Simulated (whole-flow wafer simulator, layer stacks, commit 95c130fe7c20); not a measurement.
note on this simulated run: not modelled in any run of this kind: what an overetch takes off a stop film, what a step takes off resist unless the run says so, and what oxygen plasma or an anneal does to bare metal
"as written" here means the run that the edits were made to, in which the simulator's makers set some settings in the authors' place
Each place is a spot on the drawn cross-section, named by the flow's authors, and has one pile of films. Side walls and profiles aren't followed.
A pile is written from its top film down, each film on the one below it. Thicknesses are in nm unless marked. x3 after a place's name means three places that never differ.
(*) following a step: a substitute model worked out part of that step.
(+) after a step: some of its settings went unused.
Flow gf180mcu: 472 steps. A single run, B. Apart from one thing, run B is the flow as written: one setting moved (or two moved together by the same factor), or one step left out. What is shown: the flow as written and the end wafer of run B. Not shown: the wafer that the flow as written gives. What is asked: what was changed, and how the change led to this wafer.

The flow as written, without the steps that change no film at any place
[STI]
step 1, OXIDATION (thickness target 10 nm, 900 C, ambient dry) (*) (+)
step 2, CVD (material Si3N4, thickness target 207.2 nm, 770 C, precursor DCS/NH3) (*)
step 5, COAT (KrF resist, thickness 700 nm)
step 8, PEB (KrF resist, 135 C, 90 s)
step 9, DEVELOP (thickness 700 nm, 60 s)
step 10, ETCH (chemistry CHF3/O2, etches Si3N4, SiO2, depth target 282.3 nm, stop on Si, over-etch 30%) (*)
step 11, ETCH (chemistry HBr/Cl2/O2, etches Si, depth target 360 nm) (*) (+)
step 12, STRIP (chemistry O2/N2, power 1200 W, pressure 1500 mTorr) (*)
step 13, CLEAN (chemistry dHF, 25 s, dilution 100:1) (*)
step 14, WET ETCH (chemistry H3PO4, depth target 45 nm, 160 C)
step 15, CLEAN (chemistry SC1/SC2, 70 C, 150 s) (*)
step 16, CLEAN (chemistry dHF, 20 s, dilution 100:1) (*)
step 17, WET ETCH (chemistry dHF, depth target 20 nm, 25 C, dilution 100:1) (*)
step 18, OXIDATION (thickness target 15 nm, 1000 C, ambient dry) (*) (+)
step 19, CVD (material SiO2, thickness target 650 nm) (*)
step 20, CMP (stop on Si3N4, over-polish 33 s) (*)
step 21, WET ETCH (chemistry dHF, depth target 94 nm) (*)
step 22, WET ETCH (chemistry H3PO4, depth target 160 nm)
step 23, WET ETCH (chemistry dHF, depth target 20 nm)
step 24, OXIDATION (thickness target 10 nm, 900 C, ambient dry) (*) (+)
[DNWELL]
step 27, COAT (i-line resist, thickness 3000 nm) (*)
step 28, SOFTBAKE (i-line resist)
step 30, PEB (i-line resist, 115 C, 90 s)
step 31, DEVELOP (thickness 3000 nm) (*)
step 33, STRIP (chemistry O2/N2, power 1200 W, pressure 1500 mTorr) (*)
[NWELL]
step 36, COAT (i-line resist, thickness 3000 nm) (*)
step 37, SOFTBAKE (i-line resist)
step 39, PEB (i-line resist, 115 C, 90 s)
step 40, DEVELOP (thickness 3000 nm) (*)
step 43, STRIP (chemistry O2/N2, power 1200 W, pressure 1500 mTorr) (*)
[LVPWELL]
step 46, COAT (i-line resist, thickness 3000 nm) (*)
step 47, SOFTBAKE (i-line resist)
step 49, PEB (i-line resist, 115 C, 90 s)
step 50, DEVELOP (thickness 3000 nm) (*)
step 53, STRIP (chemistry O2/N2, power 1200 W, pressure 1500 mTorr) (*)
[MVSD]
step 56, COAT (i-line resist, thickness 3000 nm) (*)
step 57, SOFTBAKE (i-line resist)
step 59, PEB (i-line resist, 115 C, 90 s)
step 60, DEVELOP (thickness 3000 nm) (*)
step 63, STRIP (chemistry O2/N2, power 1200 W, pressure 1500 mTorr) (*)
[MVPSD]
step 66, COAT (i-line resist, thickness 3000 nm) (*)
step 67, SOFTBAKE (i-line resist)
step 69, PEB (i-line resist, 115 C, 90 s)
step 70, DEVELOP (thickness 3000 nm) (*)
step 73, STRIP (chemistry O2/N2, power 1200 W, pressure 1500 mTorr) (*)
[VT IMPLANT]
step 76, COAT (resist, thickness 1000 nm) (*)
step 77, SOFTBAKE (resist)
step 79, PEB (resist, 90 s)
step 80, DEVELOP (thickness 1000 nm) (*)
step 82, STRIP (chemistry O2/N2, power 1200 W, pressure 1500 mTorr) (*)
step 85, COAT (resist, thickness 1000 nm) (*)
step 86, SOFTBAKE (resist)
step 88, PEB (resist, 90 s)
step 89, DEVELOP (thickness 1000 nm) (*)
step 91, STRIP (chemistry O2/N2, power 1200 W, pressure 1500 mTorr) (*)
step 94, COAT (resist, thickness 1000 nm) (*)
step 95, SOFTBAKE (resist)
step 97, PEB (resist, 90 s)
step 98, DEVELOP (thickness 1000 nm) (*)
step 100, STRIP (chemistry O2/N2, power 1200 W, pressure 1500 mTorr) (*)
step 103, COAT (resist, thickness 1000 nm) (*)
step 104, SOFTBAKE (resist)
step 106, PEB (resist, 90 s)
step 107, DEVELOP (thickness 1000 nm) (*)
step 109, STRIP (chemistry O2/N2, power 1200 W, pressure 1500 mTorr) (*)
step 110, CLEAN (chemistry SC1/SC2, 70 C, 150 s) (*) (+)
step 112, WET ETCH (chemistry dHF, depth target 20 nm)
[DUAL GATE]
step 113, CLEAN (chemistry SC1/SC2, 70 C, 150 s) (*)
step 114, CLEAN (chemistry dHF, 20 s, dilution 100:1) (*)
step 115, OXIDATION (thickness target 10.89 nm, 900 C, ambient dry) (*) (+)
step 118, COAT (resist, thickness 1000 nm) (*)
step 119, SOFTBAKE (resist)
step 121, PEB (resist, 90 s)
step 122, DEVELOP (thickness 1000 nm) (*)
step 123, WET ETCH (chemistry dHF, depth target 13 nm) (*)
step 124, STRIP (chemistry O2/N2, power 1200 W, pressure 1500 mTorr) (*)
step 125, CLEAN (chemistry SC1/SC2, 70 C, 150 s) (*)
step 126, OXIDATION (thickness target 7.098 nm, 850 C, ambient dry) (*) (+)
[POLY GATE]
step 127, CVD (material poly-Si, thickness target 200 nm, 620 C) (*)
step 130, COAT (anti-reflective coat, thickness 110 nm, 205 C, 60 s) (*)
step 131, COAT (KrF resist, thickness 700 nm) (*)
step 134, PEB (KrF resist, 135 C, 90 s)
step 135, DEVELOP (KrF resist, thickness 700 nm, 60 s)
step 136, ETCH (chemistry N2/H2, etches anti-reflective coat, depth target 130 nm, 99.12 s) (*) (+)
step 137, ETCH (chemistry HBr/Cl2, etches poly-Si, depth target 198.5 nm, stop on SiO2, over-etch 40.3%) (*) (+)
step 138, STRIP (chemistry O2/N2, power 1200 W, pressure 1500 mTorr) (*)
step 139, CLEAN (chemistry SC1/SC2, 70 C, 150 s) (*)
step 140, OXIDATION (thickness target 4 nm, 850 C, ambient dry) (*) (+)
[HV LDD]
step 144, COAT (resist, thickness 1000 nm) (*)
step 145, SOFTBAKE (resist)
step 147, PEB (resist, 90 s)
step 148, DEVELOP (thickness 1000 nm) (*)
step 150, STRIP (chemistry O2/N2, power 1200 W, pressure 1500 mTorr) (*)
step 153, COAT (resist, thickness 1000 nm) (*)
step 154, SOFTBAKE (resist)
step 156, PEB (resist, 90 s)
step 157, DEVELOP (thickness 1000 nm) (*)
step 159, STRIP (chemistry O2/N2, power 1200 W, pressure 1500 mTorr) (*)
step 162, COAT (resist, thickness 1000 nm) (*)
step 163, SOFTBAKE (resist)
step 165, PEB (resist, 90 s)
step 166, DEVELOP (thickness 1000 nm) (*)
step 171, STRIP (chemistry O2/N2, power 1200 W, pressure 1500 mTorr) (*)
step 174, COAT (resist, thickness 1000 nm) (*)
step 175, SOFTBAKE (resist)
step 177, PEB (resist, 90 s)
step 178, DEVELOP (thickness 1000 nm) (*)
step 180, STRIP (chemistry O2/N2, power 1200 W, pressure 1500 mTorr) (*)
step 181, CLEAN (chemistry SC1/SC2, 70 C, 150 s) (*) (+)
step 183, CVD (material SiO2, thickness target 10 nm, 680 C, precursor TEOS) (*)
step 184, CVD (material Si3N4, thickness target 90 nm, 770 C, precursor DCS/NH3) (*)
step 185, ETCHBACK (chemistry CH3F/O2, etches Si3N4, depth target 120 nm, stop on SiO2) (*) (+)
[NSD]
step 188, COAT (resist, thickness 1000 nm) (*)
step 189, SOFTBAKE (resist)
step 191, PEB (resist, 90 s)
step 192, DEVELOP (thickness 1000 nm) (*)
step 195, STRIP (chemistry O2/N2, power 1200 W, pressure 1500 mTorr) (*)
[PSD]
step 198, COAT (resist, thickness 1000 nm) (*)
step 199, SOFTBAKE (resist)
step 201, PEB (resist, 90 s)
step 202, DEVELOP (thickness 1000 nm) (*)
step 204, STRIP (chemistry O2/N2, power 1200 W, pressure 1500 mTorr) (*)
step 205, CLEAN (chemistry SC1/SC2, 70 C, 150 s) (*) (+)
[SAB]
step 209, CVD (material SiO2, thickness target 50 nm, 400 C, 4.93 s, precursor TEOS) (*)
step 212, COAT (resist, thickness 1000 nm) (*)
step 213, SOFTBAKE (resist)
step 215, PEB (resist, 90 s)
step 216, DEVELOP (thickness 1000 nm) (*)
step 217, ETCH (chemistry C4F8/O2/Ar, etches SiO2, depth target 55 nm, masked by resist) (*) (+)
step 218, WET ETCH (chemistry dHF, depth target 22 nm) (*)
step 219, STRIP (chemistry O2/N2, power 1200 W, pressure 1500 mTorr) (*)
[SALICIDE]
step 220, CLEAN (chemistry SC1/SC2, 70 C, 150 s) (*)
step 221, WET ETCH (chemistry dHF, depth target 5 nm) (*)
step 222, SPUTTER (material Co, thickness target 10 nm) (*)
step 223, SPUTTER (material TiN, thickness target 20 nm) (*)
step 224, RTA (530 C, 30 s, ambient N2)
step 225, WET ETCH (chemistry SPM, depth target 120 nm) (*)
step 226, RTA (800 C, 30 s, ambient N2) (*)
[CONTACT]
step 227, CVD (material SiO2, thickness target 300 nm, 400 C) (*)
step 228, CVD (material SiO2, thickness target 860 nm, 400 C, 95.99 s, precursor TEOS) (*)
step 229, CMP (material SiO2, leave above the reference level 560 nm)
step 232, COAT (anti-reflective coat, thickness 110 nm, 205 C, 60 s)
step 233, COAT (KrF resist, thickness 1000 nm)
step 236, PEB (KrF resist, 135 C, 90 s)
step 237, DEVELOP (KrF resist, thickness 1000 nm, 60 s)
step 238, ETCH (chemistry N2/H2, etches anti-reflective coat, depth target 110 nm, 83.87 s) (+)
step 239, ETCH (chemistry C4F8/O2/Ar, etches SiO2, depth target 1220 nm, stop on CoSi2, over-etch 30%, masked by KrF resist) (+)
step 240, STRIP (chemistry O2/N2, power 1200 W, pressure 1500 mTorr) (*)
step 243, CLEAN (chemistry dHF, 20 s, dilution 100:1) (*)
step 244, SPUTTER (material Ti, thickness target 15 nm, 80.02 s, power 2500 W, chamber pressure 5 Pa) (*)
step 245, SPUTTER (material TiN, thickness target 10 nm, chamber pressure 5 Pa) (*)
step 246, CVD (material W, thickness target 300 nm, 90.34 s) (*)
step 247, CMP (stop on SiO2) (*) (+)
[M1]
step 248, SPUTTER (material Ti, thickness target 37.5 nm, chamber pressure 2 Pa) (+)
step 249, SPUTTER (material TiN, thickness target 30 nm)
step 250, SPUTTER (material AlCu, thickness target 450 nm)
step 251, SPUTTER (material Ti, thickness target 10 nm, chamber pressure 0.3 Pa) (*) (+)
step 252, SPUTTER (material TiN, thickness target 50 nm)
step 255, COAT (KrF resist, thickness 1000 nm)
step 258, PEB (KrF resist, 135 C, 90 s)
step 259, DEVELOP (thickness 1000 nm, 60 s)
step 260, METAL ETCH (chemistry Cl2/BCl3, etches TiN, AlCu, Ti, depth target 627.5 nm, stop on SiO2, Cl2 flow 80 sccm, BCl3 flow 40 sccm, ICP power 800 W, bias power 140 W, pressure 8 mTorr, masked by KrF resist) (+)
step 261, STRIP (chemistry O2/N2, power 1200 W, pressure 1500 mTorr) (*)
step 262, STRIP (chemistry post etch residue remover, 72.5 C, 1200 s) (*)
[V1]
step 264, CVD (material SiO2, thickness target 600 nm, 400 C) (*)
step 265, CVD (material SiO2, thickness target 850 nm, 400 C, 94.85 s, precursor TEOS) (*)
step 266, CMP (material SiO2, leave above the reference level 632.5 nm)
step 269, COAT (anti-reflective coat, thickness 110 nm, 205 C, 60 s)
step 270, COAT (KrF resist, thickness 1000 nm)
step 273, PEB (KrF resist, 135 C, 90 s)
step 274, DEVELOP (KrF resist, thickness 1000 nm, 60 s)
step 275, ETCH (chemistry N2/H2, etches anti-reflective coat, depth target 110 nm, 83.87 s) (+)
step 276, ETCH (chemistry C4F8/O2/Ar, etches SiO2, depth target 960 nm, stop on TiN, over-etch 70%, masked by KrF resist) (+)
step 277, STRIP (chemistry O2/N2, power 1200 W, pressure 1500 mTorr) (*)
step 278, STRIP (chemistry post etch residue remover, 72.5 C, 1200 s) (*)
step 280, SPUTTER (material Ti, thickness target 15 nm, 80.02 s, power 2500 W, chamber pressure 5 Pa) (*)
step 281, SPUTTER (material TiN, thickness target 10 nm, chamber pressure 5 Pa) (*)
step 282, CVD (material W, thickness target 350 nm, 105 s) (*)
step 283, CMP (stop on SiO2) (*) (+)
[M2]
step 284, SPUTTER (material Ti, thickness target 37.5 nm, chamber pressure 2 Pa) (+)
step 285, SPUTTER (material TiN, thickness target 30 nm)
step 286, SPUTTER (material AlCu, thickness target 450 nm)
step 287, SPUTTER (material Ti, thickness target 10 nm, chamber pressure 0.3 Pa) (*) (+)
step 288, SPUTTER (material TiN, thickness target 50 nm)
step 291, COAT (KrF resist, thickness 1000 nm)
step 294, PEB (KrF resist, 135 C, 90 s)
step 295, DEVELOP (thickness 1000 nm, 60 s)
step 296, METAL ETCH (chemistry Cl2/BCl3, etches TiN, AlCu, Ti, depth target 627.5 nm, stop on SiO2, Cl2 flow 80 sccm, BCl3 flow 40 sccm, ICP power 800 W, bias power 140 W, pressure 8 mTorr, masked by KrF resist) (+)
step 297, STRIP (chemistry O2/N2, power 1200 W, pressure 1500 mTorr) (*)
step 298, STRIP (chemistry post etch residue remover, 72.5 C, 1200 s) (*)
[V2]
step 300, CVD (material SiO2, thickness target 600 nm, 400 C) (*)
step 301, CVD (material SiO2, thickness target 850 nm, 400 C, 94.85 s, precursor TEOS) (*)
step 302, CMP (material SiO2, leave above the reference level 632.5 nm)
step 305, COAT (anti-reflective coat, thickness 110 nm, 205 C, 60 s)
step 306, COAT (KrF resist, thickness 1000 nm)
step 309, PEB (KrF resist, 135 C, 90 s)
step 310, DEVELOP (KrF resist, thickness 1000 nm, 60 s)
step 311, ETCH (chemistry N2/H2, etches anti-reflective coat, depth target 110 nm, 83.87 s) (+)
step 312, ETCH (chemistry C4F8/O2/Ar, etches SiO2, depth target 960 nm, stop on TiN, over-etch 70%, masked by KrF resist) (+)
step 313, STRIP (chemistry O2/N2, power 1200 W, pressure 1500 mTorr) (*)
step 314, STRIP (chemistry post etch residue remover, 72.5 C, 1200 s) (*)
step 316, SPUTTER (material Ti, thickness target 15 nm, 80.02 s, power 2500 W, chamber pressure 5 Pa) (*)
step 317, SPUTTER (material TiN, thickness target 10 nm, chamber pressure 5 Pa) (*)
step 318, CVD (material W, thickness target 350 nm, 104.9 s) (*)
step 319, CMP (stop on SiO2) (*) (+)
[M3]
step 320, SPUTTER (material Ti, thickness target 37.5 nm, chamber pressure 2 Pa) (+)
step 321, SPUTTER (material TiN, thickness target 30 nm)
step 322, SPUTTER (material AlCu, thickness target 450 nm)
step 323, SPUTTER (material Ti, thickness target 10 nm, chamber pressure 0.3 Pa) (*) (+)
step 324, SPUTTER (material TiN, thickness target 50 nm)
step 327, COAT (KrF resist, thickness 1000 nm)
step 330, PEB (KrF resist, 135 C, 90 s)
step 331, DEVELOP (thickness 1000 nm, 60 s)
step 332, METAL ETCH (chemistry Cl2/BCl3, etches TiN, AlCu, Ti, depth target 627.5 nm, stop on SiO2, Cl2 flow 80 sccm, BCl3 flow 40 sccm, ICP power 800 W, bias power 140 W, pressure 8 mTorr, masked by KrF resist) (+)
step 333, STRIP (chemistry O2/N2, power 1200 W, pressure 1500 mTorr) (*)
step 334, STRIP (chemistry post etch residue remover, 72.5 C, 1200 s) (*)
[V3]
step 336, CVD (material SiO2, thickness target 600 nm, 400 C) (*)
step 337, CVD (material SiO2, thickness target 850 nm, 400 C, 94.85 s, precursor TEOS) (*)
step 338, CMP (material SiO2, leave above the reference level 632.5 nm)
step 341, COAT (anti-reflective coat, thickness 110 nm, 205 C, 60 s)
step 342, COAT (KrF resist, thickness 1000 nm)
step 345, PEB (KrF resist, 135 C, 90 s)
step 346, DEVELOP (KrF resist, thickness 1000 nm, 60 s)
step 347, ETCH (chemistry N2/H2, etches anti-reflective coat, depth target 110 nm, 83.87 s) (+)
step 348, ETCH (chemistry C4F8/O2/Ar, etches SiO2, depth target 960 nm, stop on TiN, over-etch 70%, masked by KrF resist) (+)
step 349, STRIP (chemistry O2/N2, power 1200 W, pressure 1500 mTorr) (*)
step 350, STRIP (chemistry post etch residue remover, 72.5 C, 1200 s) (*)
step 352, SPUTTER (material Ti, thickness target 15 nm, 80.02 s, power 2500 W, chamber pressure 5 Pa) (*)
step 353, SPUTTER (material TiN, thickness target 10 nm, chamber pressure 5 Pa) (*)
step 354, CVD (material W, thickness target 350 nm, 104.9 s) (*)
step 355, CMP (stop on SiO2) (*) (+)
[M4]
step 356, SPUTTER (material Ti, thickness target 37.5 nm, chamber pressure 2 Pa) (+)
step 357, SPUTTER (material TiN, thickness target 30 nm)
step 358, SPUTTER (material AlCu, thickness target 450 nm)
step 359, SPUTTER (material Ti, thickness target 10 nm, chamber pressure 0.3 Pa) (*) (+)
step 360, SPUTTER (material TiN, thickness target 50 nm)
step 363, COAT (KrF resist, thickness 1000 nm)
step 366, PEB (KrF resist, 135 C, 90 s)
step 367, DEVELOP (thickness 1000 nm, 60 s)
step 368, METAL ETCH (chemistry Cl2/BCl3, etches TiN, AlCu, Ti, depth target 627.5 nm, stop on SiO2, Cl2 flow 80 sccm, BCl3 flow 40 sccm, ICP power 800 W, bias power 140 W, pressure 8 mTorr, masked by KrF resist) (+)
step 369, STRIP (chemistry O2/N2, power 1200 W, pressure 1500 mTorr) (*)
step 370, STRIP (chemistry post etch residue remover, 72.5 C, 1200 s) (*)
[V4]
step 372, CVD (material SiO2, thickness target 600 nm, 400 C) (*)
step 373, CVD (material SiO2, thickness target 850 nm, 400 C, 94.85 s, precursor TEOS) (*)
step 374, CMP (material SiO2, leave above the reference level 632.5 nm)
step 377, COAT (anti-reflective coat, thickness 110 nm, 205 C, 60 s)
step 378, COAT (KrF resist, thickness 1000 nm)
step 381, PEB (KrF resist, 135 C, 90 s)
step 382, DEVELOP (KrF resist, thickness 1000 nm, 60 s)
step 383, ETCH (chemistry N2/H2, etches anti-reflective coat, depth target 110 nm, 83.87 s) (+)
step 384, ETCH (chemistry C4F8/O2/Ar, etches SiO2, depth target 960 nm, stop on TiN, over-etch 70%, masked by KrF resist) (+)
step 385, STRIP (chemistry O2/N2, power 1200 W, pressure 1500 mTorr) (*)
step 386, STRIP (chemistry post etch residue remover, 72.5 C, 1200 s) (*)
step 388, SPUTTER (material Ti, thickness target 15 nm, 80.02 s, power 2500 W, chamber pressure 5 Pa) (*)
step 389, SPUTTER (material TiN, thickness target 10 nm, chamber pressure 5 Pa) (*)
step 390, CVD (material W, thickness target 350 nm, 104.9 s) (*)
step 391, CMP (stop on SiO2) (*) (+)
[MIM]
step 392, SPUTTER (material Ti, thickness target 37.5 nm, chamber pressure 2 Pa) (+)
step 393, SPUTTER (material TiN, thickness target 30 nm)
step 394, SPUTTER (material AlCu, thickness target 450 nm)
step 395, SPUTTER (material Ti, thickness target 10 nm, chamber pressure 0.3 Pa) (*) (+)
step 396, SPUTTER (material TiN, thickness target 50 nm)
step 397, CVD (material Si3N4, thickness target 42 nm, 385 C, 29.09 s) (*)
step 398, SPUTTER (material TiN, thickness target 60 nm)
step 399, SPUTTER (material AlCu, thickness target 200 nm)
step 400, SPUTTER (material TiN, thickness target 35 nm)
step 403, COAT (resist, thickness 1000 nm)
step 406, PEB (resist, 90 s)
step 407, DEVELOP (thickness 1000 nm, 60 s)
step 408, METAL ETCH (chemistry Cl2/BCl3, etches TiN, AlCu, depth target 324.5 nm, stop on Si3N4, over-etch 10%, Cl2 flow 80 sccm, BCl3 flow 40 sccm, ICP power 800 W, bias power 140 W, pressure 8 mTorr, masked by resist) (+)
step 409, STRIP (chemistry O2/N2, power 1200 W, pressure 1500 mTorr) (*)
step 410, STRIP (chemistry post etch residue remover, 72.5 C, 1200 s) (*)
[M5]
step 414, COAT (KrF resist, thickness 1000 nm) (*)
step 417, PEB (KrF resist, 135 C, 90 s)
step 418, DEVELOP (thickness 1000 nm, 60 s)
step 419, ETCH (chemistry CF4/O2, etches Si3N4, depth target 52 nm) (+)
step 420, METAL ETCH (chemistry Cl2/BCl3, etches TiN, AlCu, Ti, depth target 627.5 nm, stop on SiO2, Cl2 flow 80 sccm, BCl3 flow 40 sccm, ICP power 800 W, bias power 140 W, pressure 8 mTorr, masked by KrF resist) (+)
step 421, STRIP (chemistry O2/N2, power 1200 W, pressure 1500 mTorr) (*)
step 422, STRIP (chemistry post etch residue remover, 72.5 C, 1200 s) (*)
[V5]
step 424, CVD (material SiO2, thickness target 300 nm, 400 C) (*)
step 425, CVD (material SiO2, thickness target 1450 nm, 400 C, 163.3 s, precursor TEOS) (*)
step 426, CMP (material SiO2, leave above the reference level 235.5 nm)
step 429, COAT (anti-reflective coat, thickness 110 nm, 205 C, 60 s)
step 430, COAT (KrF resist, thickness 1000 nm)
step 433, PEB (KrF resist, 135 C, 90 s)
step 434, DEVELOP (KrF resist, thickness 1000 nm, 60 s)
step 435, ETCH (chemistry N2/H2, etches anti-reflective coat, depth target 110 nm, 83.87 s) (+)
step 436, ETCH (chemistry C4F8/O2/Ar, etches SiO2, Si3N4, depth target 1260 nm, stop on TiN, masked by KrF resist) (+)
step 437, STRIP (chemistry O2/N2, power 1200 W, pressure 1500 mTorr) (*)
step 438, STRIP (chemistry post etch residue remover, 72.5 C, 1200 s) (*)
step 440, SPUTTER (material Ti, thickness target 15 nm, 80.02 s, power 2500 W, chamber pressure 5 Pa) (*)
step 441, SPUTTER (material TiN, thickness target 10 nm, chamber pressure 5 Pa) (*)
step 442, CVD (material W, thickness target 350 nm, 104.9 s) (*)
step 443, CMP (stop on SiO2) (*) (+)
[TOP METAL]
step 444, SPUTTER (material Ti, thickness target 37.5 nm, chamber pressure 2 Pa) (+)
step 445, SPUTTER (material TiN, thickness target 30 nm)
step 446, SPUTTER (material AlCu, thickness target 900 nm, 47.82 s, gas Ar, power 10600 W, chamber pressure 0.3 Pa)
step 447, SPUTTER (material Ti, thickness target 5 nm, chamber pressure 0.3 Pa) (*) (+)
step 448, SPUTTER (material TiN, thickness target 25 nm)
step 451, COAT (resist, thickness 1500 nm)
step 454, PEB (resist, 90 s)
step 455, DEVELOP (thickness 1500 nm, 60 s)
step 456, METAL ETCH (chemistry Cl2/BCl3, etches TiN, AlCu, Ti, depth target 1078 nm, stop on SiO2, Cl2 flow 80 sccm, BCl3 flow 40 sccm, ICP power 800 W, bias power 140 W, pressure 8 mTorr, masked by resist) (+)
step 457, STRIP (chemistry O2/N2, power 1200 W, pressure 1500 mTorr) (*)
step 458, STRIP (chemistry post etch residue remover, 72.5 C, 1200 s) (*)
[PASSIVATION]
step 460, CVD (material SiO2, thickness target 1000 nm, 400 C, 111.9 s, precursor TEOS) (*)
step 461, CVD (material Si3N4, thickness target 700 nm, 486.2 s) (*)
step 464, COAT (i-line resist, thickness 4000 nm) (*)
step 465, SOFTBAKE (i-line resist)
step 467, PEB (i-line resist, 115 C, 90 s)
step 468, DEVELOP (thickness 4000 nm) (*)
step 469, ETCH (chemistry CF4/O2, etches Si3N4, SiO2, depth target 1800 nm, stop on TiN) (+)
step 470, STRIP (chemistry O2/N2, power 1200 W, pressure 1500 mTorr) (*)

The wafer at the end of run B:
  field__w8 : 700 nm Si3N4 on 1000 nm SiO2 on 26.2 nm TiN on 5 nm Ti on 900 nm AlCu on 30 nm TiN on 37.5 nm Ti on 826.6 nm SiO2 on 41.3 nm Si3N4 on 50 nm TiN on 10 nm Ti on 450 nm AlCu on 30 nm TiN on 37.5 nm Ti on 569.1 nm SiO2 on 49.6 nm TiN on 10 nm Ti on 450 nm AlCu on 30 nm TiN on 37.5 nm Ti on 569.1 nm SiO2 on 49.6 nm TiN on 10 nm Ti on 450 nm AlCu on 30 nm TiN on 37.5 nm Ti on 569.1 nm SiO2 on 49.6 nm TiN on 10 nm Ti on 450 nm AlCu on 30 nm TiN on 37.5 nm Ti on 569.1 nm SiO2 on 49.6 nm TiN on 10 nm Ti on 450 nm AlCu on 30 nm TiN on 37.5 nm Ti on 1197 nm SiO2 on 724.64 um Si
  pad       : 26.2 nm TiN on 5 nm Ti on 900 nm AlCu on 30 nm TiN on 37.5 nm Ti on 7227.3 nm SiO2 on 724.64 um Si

The reason: step 448, SPUTTER: thickness target 26.65 nm was run, while the flow as written has thickness target 25 nm.

Step by step, how the change led to this:
  step 448, SPUTTER (material TiN, thickness target 25 nm)
      field, field__w1, field__w2 and 109 more: TiN gains 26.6 (new film) (in the flow as written it would be: TiN gains 25 (new film))
  step 456, METAL ETCH (chemistry Cl2/BCl3, etches TiN, AlCu, Ti, depth target 1078 nm, stop on SiO2, Cl2 flow 80 sccm, BCl3 flow 40 sccm, ICP power 800 W, bias power 140 W, pressure 8 mTorr, masked by resist) (+)
      field, field__w1, field__w2 and 103 more: TiN loses 26.6 (all of it), Ti loses 5 (all of it), AlCu loses 900 (all of it), TiN loses 30 (all of it), Ti loses 37.5 (all of it) (in the flow as written it would be: TiN loses 25 (all of it), Ti loses 5 (all of it), AlCu loses 900 (all of it), TiN loses 30 (all of it), Ti loses 37.5 (all of it))
